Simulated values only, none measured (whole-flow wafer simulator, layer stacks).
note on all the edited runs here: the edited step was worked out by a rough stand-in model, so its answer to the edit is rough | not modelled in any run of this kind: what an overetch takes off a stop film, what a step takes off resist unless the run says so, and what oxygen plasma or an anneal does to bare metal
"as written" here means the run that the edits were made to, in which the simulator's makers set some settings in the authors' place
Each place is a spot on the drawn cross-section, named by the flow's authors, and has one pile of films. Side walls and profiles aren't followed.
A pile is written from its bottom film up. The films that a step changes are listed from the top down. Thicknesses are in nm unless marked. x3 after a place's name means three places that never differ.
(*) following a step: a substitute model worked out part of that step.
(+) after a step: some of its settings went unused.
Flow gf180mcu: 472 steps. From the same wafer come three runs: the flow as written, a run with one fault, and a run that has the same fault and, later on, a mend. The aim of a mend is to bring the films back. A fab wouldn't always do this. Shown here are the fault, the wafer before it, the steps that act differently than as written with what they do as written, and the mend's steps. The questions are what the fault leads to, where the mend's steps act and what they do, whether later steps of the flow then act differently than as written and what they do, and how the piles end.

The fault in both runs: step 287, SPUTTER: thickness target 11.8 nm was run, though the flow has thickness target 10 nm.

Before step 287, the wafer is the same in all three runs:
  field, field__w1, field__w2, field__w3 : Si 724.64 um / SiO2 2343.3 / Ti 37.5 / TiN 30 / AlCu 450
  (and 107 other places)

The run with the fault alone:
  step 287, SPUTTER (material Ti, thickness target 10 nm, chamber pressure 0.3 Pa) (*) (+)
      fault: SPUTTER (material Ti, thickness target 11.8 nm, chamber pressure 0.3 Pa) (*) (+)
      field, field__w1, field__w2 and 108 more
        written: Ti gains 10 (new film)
        fault: Ti gains 11.8 (new film)
  Steps later in the flow that act otherwise than as written (not shown: 5 more steps that differ only slightly, by at most 2% or 0.5 nm, whichever is larger):
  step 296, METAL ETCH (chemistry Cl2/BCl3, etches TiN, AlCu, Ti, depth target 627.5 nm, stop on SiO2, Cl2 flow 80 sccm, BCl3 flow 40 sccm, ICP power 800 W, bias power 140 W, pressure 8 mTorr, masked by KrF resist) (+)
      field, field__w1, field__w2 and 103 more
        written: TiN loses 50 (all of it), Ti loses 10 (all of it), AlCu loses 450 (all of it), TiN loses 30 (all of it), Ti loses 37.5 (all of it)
        fault: TiN loses 50 (all of it), Ti loses 11.8 (all of it), AlCu loses 450 (all of it), TiN loses 30 (all of it), Ti loses 37.5 (all of it)
  At field__w8, contact, m1, m1__w1, m1_nw, the piles at the end differ from the flow's by more than 2% or 0.5 nm, whichever is larger.
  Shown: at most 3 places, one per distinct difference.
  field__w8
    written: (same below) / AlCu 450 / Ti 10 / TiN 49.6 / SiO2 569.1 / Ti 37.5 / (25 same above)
    fault: (same below) / AlCu 450 / Ti 11.8 / TiN 49.6 / SiO2 567.3 / Ti 37.5 / (25 same above)
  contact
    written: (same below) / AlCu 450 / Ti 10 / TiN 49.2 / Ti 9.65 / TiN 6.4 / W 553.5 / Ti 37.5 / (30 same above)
    fault: (same below) / AlCu 450 / Ti 11.8 / TiN 49.2 / Ti 9.66 / TiN 6.41 / W 551.7 / Ti 37.5 / (30 same above)

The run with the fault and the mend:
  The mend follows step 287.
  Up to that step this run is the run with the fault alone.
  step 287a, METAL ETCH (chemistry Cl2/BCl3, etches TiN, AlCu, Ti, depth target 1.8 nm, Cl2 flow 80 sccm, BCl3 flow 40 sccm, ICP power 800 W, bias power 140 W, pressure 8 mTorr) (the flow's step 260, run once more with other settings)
      field, field__w1, field__w2 and 108 more
        Ti loses 1.8
  Later steps of the flow that are run all act as written at every place that is followed.
  At every place that both follow, the piles at the end match the flow's.
